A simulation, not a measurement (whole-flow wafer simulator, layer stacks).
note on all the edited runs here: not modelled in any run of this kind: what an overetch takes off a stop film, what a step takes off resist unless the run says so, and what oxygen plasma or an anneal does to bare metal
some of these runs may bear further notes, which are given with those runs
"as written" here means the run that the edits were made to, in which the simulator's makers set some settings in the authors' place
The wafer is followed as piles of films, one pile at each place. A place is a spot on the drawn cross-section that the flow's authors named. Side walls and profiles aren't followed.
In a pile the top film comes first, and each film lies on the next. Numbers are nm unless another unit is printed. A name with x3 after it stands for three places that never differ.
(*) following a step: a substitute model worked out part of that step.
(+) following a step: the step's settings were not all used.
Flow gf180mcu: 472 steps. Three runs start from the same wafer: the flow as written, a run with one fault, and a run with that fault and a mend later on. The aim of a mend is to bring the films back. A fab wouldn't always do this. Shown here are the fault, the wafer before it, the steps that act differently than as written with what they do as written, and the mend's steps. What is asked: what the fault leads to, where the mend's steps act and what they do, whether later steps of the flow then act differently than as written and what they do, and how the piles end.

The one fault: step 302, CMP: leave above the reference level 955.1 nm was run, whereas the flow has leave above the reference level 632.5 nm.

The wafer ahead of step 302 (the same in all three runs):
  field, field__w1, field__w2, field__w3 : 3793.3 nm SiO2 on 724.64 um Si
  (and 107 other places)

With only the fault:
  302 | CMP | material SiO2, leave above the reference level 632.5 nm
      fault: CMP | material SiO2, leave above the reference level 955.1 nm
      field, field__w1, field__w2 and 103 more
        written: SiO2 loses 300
        fault: nothing
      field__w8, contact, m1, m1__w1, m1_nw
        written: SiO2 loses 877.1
        fault: SiO2 loses 554.5
  Steps later in the flow that act otherwise than as written (not shown: 8 more steps that differ only slightly, by at most 2% or 0.5 nm, whichever is larger):
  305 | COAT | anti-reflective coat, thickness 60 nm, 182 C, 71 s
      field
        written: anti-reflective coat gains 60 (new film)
        fault: anti-reflective coat gains 68.9 (new film)
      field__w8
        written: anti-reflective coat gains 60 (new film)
        fault: anti-reflective coat gains 47 (new film)
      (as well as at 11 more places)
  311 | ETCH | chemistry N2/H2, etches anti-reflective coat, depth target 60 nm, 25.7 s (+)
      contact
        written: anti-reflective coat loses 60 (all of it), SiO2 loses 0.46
        fault: anti-reflective coat loses 47.2 (all of it), SiO2 loses 0.79
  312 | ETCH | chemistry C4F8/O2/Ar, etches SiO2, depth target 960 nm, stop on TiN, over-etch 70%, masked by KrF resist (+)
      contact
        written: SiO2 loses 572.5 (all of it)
        fault: SiO2 loses 894.7 (all of it)
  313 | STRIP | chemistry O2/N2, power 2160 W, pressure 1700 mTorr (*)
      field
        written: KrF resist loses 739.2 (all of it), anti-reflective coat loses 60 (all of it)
        fault: KrF resist loses 734.6 (all of it), anti-reflective coat loses 68.9 (all of it)
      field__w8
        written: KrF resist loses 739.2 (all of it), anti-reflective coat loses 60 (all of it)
        fault: KrF resist loses 737.1 (all of it), anti-reflective coat loses 47 (all of it)
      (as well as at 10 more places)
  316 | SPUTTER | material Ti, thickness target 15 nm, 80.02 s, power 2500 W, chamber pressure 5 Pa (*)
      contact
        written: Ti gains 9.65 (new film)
        fault: Ti gains 8.11 (new film)
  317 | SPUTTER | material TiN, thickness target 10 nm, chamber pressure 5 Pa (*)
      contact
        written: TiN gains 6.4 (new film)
        fault: TiN gains 5.38 (new film)
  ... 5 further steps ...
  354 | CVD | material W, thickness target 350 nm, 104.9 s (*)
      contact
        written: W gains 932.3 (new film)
        fault: W gains 954.1 (new film)
  The piles end different from the flow's at field, field__w1, field__w2 and 109 more by more than 2% or 0.5 nm, whichever is larger.
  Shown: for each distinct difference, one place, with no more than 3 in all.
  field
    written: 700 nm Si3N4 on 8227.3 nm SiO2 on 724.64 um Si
    fault: 700 nm Si3N4 on 8548.9 nm SiO2 on 724.64 um Si
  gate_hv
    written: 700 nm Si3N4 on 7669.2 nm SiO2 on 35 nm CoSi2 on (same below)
    fault: 700 nm Si3N4 on 7990.8 nm SiO2 on 35 nm CoSi2 on (same below)
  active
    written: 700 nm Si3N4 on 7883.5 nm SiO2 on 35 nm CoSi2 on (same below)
    fault: 700 nm Si3N4 on 8205.1 nm SiO2 on 35 nm CoSi2 on (same below)

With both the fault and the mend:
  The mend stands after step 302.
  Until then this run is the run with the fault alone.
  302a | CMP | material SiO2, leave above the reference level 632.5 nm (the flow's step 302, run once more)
      field, field__w1, field__w2 and 103 more
        SiO2 loses 300
      field__w8, contact, m1, m1__w1, m1_nw
        SiO2 loses 322.6
  Later steps of the flow that are run all act as written at every place that is followed.
  The piles end the same as the flow's at every place that both follow.
